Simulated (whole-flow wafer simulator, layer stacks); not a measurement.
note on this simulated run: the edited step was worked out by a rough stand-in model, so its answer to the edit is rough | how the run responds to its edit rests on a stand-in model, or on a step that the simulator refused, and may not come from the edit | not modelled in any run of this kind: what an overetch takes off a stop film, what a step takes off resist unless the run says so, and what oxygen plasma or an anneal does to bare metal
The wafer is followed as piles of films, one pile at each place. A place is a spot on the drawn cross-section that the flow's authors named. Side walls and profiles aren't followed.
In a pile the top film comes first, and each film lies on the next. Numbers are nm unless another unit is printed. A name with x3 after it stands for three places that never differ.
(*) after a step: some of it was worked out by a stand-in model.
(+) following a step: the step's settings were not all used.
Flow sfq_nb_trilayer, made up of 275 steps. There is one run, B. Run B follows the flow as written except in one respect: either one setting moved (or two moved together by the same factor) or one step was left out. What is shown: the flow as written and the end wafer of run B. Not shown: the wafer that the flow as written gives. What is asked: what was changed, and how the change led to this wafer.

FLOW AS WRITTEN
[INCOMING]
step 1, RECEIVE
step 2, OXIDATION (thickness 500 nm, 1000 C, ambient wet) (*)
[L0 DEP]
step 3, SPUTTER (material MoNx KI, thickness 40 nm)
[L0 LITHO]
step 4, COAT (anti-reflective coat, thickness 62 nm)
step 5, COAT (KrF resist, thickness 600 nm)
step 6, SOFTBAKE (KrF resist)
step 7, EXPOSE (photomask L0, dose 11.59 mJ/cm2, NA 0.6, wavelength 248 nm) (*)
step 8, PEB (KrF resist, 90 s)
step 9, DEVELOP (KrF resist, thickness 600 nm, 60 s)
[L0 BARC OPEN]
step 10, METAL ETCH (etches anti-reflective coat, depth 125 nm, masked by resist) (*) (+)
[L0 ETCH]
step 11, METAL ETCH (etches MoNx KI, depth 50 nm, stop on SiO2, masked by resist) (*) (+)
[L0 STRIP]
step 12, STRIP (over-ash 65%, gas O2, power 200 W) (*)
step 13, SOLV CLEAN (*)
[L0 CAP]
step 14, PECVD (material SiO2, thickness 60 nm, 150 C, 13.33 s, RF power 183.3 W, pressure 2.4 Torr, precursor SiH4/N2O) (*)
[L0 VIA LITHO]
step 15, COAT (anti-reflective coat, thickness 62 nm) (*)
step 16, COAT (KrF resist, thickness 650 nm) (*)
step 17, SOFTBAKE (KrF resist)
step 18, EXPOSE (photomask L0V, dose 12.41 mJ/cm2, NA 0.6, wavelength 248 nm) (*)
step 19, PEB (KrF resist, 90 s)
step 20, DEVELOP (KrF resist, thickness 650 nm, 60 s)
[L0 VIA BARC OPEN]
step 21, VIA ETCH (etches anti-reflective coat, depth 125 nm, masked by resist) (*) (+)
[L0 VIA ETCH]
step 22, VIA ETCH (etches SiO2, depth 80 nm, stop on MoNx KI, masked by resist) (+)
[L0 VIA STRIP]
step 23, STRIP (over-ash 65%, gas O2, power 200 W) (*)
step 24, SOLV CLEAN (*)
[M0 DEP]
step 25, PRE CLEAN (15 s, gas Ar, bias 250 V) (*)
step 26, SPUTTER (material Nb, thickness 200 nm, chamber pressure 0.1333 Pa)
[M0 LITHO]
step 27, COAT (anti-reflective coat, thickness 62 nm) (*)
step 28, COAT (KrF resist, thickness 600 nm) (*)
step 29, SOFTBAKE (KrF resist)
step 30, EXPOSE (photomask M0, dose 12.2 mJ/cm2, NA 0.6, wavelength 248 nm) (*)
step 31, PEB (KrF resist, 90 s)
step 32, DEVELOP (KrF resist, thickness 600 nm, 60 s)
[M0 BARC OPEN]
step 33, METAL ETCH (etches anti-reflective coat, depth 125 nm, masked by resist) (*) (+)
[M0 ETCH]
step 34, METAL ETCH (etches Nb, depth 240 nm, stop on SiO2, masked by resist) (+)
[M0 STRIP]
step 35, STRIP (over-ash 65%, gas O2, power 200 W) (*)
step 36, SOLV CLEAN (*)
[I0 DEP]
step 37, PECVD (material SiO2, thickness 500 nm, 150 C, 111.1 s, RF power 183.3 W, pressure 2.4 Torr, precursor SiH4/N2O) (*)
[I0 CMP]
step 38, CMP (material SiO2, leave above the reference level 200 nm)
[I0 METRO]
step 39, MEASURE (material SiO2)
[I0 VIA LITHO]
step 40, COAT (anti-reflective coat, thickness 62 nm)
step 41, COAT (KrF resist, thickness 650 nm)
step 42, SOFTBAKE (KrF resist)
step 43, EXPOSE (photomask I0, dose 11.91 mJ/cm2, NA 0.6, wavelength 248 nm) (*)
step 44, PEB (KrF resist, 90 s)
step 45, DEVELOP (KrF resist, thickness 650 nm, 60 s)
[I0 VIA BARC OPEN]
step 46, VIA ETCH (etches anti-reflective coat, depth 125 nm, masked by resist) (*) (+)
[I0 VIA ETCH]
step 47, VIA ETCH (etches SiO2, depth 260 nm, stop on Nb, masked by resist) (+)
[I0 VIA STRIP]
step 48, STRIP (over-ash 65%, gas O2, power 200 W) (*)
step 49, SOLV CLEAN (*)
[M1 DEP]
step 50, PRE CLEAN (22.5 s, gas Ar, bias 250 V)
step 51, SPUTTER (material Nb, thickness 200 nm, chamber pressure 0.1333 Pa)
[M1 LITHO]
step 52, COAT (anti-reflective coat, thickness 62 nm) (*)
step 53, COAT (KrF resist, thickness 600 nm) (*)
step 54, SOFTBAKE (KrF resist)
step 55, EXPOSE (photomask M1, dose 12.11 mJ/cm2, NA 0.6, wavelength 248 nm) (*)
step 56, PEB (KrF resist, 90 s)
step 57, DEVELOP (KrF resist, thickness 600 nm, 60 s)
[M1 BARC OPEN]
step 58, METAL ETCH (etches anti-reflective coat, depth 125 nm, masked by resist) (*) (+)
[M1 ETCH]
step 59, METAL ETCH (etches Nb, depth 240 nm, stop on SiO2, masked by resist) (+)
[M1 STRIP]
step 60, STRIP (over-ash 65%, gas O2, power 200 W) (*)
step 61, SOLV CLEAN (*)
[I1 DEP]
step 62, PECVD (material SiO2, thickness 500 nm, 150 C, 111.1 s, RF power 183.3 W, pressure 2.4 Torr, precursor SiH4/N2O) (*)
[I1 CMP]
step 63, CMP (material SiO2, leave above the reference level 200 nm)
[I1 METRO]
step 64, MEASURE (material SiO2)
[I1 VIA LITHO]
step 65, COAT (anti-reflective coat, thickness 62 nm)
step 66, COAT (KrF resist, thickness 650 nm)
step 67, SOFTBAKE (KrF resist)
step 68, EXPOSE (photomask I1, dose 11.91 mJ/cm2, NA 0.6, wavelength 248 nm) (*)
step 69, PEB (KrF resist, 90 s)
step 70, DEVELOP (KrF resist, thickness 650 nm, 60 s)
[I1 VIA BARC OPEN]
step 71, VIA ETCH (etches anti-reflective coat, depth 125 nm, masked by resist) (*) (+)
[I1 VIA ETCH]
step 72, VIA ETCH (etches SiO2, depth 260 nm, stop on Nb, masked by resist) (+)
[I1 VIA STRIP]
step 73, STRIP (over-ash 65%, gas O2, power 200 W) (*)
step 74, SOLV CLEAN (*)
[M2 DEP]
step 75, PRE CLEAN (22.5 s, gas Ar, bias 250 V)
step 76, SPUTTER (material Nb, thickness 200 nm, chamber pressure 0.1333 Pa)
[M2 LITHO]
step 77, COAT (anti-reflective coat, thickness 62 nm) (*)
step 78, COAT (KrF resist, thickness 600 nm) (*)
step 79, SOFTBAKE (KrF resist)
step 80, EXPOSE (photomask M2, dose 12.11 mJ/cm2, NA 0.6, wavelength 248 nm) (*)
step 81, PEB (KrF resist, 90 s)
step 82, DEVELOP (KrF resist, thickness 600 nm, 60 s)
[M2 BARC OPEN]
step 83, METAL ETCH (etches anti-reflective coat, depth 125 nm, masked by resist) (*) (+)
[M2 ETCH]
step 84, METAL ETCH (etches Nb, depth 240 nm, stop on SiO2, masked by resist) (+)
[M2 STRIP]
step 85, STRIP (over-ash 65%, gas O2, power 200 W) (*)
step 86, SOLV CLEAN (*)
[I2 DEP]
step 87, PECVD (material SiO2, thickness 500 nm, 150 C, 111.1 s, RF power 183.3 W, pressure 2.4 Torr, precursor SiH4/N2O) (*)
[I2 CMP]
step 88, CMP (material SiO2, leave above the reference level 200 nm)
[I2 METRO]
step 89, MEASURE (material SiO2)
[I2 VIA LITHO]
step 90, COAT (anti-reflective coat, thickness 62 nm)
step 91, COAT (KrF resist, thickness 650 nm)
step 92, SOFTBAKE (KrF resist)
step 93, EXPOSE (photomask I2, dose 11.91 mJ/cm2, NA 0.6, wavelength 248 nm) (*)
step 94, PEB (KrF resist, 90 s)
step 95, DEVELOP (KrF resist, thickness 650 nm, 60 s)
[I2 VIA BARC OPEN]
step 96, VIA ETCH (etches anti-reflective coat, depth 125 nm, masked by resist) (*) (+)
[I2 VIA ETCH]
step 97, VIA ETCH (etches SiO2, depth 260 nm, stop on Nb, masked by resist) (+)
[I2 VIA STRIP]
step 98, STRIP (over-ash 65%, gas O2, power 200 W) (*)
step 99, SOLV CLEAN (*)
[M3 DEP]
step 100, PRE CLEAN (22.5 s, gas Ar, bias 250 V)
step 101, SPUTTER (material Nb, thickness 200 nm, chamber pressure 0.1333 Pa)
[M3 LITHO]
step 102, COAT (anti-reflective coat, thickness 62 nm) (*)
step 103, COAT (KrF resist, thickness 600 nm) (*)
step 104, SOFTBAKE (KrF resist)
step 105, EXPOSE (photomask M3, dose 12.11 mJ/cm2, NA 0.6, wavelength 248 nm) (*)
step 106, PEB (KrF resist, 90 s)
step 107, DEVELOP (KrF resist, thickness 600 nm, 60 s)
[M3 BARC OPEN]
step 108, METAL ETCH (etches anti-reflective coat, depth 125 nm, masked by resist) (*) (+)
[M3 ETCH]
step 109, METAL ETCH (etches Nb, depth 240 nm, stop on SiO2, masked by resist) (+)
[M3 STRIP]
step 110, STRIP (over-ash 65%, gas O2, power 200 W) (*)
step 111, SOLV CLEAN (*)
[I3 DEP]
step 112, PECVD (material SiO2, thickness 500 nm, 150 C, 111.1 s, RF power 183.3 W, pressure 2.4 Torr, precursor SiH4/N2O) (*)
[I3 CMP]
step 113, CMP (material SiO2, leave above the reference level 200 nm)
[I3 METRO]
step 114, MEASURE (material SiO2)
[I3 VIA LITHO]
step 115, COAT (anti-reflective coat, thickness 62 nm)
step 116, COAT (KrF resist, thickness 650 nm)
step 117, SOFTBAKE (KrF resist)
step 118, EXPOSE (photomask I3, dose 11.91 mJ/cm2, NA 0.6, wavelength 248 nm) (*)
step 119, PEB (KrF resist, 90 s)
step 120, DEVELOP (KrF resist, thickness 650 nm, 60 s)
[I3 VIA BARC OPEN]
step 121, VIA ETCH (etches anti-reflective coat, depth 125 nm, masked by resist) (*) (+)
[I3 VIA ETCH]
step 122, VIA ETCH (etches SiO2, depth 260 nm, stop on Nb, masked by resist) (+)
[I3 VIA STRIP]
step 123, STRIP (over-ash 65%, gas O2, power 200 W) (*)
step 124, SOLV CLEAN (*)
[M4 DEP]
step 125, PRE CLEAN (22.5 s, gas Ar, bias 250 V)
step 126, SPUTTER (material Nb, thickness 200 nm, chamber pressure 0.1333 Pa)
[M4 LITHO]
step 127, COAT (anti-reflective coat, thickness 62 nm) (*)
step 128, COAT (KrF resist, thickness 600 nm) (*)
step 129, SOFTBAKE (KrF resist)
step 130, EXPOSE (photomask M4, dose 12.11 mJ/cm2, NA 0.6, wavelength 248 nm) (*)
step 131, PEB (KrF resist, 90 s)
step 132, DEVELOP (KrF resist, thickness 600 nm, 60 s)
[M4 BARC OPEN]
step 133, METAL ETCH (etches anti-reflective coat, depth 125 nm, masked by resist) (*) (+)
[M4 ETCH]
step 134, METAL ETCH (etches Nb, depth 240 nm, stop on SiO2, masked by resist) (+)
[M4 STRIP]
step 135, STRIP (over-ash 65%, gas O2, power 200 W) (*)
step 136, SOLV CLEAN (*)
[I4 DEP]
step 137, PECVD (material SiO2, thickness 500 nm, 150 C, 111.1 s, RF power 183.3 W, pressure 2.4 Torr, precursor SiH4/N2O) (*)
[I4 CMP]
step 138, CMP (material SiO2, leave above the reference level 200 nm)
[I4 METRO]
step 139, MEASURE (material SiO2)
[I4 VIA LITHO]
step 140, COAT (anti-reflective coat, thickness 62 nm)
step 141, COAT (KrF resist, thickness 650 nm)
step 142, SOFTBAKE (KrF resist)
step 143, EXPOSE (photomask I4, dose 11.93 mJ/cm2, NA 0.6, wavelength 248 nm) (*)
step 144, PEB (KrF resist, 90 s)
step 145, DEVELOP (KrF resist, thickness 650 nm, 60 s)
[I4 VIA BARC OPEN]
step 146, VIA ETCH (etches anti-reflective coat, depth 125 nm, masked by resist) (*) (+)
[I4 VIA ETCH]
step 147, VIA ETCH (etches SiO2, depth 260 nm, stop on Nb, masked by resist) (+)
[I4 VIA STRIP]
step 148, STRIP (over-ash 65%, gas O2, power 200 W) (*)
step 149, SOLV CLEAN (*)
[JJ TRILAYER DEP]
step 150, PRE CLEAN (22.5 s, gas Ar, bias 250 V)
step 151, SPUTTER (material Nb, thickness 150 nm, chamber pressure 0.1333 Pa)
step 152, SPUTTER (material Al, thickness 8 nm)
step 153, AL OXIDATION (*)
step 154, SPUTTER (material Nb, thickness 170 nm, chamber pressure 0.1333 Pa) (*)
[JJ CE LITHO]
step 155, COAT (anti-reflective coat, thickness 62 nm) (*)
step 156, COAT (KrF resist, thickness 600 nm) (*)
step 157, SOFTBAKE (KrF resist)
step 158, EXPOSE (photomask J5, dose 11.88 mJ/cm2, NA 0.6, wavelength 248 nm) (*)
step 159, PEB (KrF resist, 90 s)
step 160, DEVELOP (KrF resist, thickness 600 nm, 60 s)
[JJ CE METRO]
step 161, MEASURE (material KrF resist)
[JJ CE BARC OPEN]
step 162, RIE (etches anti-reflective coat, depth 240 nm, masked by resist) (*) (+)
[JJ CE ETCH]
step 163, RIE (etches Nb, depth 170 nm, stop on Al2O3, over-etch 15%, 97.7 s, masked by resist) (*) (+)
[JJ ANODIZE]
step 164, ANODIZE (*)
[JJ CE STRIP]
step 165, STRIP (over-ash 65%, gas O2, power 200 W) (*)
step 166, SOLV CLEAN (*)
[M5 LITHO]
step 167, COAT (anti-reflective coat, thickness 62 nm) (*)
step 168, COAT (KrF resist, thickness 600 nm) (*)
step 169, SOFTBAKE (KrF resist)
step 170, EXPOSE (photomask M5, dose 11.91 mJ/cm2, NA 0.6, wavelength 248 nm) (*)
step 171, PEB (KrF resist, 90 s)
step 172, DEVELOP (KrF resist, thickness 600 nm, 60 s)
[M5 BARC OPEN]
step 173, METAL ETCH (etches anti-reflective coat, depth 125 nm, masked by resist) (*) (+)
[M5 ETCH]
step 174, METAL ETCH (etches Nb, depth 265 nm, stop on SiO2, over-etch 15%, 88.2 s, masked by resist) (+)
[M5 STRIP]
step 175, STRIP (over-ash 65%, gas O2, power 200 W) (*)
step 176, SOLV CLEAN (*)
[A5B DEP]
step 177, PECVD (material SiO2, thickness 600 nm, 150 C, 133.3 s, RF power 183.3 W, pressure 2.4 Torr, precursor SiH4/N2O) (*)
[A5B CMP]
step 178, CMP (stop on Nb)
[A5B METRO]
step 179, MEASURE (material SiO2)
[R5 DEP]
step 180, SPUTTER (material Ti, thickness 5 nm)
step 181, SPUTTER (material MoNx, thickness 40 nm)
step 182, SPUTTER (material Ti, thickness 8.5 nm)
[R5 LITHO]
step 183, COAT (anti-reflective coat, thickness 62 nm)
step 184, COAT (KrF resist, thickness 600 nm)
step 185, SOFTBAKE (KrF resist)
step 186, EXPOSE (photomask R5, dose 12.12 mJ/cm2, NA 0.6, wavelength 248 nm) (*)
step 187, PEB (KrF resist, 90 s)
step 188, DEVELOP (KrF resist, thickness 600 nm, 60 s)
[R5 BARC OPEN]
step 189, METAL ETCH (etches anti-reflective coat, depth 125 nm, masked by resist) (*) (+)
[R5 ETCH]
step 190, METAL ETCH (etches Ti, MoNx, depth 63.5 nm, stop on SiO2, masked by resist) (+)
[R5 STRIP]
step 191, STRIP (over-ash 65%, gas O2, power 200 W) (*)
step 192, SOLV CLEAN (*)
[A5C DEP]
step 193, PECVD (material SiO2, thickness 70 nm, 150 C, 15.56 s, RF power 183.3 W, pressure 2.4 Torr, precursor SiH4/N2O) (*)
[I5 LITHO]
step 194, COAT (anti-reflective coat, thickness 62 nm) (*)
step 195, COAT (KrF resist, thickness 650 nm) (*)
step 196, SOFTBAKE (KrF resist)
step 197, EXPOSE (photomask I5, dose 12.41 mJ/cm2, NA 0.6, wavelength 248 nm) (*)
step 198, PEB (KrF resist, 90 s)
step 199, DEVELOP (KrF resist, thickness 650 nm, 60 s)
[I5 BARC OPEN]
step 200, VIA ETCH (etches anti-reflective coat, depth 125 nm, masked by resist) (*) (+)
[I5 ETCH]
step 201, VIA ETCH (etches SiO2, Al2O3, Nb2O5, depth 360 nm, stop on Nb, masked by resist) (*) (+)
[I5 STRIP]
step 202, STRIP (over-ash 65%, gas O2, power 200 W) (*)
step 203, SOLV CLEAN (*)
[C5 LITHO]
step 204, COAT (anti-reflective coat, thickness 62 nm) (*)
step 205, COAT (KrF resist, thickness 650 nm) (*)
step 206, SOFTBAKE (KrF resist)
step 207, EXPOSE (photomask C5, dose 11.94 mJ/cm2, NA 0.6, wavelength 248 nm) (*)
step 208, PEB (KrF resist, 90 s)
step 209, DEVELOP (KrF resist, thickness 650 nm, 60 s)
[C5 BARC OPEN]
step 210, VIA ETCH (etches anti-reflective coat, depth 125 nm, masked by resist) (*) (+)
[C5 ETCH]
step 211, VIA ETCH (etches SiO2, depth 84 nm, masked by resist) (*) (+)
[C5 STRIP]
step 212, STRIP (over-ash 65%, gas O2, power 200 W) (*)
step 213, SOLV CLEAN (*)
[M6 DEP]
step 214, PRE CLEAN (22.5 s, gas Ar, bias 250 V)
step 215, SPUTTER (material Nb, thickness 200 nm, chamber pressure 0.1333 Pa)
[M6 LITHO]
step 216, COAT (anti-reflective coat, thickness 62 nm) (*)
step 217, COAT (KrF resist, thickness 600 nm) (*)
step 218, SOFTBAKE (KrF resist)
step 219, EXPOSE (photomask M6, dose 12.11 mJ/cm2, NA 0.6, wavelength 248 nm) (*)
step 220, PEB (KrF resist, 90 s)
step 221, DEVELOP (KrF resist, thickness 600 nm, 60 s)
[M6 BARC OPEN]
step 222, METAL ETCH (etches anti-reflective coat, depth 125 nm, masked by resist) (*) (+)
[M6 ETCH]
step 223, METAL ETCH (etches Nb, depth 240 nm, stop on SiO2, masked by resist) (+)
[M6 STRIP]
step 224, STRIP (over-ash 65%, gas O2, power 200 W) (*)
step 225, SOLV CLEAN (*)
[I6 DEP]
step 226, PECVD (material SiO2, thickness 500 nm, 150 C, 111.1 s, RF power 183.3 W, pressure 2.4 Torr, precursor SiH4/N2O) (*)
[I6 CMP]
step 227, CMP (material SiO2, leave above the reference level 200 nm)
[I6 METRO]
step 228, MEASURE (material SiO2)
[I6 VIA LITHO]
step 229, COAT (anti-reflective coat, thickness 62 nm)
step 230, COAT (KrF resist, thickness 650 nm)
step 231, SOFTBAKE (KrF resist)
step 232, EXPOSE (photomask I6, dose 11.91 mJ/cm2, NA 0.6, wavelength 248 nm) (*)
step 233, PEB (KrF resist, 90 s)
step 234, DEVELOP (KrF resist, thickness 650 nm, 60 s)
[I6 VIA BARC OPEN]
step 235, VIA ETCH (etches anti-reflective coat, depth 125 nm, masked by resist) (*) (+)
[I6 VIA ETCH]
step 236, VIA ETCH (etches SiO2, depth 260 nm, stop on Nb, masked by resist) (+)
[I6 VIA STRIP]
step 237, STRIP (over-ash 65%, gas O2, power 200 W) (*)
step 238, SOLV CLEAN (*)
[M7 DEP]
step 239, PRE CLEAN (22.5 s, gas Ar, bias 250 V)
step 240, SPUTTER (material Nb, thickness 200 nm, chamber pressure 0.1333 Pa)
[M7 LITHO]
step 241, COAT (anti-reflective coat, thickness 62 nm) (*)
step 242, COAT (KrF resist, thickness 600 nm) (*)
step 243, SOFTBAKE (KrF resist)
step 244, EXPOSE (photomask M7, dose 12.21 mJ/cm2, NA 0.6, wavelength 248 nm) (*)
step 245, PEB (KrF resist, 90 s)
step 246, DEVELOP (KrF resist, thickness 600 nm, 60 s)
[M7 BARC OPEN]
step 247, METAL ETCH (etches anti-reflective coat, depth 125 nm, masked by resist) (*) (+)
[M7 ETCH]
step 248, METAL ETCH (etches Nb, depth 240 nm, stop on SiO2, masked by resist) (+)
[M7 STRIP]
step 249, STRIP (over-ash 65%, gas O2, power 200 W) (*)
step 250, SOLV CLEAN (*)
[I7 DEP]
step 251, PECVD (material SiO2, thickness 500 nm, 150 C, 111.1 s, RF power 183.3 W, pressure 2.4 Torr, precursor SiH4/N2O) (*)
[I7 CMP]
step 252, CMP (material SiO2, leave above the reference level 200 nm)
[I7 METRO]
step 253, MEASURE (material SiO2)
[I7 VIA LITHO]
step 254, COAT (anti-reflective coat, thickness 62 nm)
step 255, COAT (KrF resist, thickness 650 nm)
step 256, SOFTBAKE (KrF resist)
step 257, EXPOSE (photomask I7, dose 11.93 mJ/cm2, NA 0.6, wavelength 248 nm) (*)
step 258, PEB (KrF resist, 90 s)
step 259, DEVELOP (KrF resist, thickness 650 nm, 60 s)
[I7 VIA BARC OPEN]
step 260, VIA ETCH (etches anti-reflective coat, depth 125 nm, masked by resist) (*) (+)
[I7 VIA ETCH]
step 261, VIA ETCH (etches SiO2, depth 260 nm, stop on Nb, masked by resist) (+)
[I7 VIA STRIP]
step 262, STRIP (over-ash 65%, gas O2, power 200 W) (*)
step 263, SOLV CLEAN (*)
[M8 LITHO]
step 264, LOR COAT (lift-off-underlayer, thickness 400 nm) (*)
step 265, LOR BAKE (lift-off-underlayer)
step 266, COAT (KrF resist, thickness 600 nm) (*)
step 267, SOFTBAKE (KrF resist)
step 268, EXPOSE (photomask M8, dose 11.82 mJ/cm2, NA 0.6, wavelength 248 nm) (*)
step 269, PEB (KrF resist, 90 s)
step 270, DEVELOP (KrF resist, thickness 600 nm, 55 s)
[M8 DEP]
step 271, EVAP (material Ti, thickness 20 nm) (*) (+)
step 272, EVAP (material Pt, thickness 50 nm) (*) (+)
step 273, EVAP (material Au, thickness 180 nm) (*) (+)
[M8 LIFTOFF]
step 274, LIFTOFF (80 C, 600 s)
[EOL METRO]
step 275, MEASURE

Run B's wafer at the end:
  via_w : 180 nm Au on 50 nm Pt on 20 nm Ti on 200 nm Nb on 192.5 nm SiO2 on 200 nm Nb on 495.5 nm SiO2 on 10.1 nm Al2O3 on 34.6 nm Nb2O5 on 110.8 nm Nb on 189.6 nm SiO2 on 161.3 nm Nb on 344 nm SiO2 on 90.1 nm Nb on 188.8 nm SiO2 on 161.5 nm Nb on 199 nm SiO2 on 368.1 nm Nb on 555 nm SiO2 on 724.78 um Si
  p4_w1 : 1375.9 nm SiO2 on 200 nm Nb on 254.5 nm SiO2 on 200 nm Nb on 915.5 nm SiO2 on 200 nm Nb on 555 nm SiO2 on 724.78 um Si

The reason: step 62, PECVD: thickness 238 nm was run, though the flow has thickness 500 nm; step 62, PECVD: 52.78 s was run, where the flow has 111.1 s.

Step by step, how the change led to this:
  step 62, PECVD (material SiO2, thickness 500 nm, 150 C, 111.1 s, RF power 183.3 W, pressure 2.4 Torr, precursor SiH4/N2O) (*)
      field_l, be, be_sur and 72 more: SiO2 gains 238 (in the flow as written it would be: SiO2 gains 500)
      v_sur, via_wl, via_wr and 20 more: SiO2 gains 238 (new film) (in the flow as written it would be: SiO2 gains 500 (new film))
      (as well as at 8 more places)
  step 63, CMP (material SiO2, leave above the reference level 200 nm)
      field_l, be, be_sur and 72 more: nothing (in the flow as written it would be: SiO2 loses 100)
      lsp_m, ln_m6, lsp_r, l0_sur, l0v: nothing (in the flow as written it would be: SiO2 loses 94.9)
      (as well as at 26 more places)
  step 65, COAT (anti-reflective coat, thickness 62 nm)
      jj_sur, sp_r, p3_l2, p3_s2, p3_s5, p3_l6: anti-reflective coat gains 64 (new film) (in the flow as written it would be: anti-reflective coat gains 62 (new film))
      be_r, r_sur, res, p3_s1, p3_l3, p3_l5: anti-reflective coat gains 63.9 (new film) (in the flow as written it would be: anti-reflective coat gains 62 (new film))
      (as well as at 78 more places)
  step 66, COAT (KrF resist, thickness 650 nm)
      lsp_m, p4_fm, l0r_line_l: KrF resist gains 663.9 (new film) (in the flow as written it would be: KrF resist gains 650 (new film))
      p3_s0, m5r_line_l, m5r_line_r: KrF resist gains 668 (new film) (in the flow as written it would be: KrF resist gains 650 (new film))
      (as well as at 66 more places)
  step 70, DEVELOP (KrF resist, thickness 650 nm, 60 s)
      via_v: KrF resist loses 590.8 (all of it) (in the flow as written it would be: KrF resist loses 648.6 (all of it))
  step 71, VIA ETCH (etches anti-reflective coat, depth 125 nm, masked by resist) (*) (+)
      field_l, v_sur, via_wl and 102 more: KrF resist loses 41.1 (in the flow as written it would be: KrF resist loses 51.7)
      via_v: anti-reflective coat loses 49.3 (all of it), SiO2 loses 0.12 (in the flow as written it would be: anti-reflective coat loses 62 (all of it), SiO2 loses 0.16)
  step 73, STRIP (over-ash 65%, gas O2, power 200 W) (*)
      p3_s3, p3_l4, p3_s4: KrF resist loses 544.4 (all of it), anti-reflective coat loses 63.8 (all of it) (in the flow as written it would be: KrF resist loses 528.6 (all of it), anti-reflective coat loses 62 (all of it))
      m0r_line_l, m6r_line_l, m7r_line_l: KrF resist loses 570.7 (all of it), anti-reflective coat loses 62.2 (all of it) (in the flow as written it would be: KrF resist loses 528.6 (all of it), anti-reflective coat loses 62 (all of it))
      (as well as at 99 more places)
  step 76, SPUTTER (material Nb, thickness 200 nm, chamber pressure 0.1333 Pa)
      lsp_m, ln_m6, lsp_r, l0_sur, l0v: Nb gains 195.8 (new film) (in the flow as written it would be: Nb gains 200 (new film))
      be, lsp_l: Nb gains 185.2 (new film) (in the flow as written it would be: Nb gains 200 (new film))
      (as well as at 1 more place)
  step 77, COAT (anti-reflective coat, thickness 62 nm) (*)
      p3_l2, p3_s2, p3_s5, p3_l6, r5r_line_r: anti-reflective coat gains 63.9 (new film) (in the flow as written it would be: anti-reflective coat gains 62 (new film))
      p3_s1, p3_l3, p3_s4, p3_l5: anti-reflective coat gains 63.8 (new film) (in the flow as written it would be: anti-reflective coat gains 62 (new film))
      (as well as at 81 more places)
  step 78, COAT (KrF resist, thickness 600 nm) (*)
      m0r_line_l, m6r_line_l, m7r_line_l: KrF resist gains 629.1 (new film) (in the flow as written it would be: KrF resist gains 600 (new film))
      m0r_space_l, m6r_space_l, m7r_space_l: KrF resist gains 621.8 (new film) (in the flow as written it would be: KrF resist gains 600 (new film))
      (as well as at 66 more places)
  step 82, DEVELOP (KrF resist, thickness 600 nm, 60 s)
      m0r_line_l, m6r_line_l, m7r_line_l: KrF resist loses 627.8 (all of it) (in the flow as written it would be: KrF resist loses 598.7 (all of it))
      m0r_space_l, m6r_space_l, m7r_space_l: KrF resist loses 620.5 (all of it) (in the flow as written it would be: KrF resist loses 598.7 (all of it))
      (as well as at 44 more places)
  step 83, METAL ETCH (etches anti-reflective coat, depth 125 nm, masked by resist) (*) (+)
      m5r_linepad_l, m5r_linepad_r, r5r_spacepad_l, r5r_spacepad_r, m8r_pad_l, m8r_pad_r: anti-reflective coat loses 125 (in the flow as written it would be: anti-reflective coat loses 62 (all of it))
      v_sur, via_wl, via_w and 19 more: KrF resist loses 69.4 (in the flow as written it would be: KrF resist loses 51.7)
      (as well as at 62 more places)
  step 84, METAL ETCH (etches Nb, depth 240 nm, stop on SiO2, masked by resist) (+)
      m5r_linepad_l, m5r_linepad_r: anti-reflective coat loses 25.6 (all of it), Nb loses 200 (all of it) (in the flow as written it would be: Nb loses 200 (all of it))
      r5r_spacepad_l, r5r_spacepad_r: anti-reflective coat loses 26 (all of it), Nb loses 200 (all of it) (in the flow as written it would be: Nb loses 200 (all of it))
      (as well as at 9 more places)
  step 85, STRIP (over-ash 65%, gas O2, power 200 W) (*)
      v_sur: KrF resist loses 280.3 (all of it), anti-reflective coat loses 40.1 (all of it) (in the flow as written it would be: KrF resist loses 380 (all of it), anti-reflective coat loses 61.4 (all of it))
      via_wl: KrF resist loses 289.6 (all of it), anti-reflective coat loses 33.7 (all of it) (in the flow as written it would be: KrF resist loses 379.5 (all of it), anti-reflective coat loses 61.3 (all of it))
      (as well as at 20 more places)
  step 87, PECVD (material SiO2, thickness 500 nm, 150 C, 111.1 s, RF power 183.3 W, pressure 2.4 Torr, precursor SiH4/N2O) (*)
      wl_d_sl, wl_d_sr: SiO2 gains 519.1 (in the flow as written it would be: SiO2 gains 500)
      via_w: SiO2 gains 613.5 (new film) (in the flow as written it would be: SiO2 gains 500 (new film))
  step 88, CMP (material SiO2, leave above the reference level 200 nm)
      field_l, be, be_sur and 79 more: nothing (in the flow as written it would be: SiO2 loses 100)
      via_w: SiO2 loses 157.1 (in the flow as written it would be: SiO2 loses 300)
  ... 41 other steps ...
  step 178, CMP (stop on Nb)
      via_w: SiO2 loses 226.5 (in the flow as written it would be: SiO2 loses 235.2)
Taking metal films that touch as one body, via_w has 7 bodies (between them, from the top down: SiO2 192.5; SiO2 495.5 / Al2O3 10.1 / Nb2O5 34.6; SiO2 189.6; SiO2 344; SiO2 188.8; SiO2 199); the flow as written gives 5 bodies (between them, from the top down: SiO2 192.5; SiO2 427.3 / Al2O3 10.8 / Nb2O5 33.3; SiO2 425.9; SiO2 416.9).
